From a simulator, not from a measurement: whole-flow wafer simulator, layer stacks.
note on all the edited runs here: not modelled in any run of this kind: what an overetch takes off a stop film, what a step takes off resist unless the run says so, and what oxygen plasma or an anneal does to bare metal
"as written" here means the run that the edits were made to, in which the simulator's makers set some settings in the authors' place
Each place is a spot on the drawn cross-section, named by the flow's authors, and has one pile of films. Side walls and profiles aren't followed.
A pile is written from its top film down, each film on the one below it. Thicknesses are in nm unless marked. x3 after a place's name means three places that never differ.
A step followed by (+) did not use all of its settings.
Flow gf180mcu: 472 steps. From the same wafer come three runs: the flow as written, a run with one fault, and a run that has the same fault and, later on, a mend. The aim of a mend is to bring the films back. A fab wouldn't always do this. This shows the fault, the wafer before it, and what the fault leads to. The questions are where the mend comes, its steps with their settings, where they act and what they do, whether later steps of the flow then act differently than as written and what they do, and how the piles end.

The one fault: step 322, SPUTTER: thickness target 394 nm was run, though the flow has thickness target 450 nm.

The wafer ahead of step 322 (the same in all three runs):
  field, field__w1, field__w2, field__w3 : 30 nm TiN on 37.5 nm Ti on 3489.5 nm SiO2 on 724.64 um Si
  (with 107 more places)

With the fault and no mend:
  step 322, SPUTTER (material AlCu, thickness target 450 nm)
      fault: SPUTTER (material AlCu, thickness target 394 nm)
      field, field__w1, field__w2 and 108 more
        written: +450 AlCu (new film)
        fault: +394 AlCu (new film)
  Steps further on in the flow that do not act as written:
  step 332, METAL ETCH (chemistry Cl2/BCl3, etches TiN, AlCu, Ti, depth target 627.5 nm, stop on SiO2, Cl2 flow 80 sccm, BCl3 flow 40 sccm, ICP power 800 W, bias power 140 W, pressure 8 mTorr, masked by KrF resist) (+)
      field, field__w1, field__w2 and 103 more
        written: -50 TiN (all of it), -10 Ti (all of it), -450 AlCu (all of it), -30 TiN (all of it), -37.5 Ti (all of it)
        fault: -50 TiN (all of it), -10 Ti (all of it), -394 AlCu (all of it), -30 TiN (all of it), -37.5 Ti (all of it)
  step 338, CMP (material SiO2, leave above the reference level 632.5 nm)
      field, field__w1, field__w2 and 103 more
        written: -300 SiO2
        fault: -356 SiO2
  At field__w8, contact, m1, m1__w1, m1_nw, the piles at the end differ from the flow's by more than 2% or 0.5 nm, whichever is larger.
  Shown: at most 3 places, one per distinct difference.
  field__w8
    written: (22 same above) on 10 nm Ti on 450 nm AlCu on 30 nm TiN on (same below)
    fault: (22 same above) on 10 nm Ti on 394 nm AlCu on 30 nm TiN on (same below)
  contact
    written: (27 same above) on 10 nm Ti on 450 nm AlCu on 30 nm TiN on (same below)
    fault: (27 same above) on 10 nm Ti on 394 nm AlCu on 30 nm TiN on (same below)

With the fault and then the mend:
  The mend stands after step 322.
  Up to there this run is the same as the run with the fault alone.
  step 322a, SPUTTER (material AlCu, thickness target 56 nm) (a further turn of the flow's step 322, with different settings)
      field, field__w1, field__w2 and 108 more
        +56 AlCu
  Every later step of the flow that is run acts as written at every place that is followed.
  At every place that both follow, the piles at the end match the flow's.
